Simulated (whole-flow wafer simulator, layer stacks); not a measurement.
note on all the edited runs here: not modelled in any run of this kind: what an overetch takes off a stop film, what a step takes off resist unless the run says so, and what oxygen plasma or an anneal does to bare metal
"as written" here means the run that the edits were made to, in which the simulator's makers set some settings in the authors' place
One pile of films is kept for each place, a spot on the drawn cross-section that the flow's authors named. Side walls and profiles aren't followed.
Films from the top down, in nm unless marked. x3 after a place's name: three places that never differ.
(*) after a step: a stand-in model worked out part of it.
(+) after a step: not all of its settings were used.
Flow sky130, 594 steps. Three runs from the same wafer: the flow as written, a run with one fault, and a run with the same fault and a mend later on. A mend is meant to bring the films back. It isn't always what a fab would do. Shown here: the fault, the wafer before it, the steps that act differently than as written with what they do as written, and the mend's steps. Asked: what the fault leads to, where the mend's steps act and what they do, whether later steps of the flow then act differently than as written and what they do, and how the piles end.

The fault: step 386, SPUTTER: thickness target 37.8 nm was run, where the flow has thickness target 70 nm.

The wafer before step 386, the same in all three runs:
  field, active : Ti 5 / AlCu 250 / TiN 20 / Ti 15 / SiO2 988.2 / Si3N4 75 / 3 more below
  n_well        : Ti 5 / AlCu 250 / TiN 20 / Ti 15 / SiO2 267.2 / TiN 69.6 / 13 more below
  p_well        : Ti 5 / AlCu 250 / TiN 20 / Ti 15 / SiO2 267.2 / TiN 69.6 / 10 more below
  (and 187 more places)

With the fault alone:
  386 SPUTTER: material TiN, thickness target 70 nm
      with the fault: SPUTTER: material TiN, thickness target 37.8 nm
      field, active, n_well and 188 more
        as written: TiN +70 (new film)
        with the fault: TiN +37.8 (new film)
  Later steps of the flow that act differently than as written (15 more steps differ only slightly, by at most 2% or 0.5 nm, whichever is larger, and aren't shown):
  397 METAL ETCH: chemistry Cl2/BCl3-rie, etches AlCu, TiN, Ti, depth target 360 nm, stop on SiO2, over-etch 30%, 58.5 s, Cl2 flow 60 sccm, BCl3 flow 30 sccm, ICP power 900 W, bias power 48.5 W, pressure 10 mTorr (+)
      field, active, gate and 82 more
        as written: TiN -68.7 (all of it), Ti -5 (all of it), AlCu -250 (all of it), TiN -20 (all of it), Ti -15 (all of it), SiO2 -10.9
        with the fault: TiN -36.5 (all of it), Ti -5 (all of it), AlCu -250 (all of it), TiN -20 (all of it), Ti -15 (all of it), SiO2 -14.2
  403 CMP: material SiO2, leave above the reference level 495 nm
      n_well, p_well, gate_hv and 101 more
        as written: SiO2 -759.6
        with the fault: SiO2 -727.4
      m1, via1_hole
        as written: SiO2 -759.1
        with the fault: SiO2 -726.9
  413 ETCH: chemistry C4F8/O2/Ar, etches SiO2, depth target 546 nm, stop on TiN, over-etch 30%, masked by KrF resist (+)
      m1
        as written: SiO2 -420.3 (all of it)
        with the fault: SiO2 -452.5 (all of it)
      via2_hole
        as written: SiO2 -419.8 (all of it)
        with the fault: SiO2 -452 (all of it)
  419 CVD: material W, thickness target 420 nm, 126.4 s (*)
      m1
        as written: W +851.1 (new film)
        with the fault: W +883.8 (new film)
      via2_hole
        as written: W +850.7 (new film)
        with the fault: W +883.3 (new film)
  At the end the piles differ from the flow's by more than 2% or 0.5 nm, whichever is larger, at n_well, p_well, gate_hv and 103 more.
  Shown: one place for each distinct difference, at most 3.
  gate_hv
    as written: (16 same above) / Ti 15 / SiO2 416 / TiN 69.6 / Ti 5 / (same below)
    with the fault: (16 same above) / Ti 15 / SiO2 448.2 / TiN 37.4 / Ti 5 / (same below)
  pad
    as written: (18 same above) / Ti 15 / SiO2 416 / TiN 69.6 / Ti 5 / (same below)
    with the fault: (18 same above) / Ti 15 / SiO2 448.2 / TiN 37.4 / Ti 5 / (same below)
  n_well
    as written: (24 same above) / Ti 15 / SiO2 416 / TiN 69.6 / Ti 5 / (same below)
    with the fault: (24 same above) / Ti 15 / SiO2 448.2 / TiN 37.4 / Ti 5 / (same below)

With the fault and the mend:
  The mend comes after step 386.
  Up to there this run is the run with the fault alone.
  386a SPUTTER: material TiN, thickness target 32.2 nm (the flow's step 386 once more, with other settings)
      field, active, n_well and 188 more
        TiN +32.2
  No later step of the flow acts differently than as written at any place that is followed.
  At the end the piles are the same as the flow's at every place that both follow.
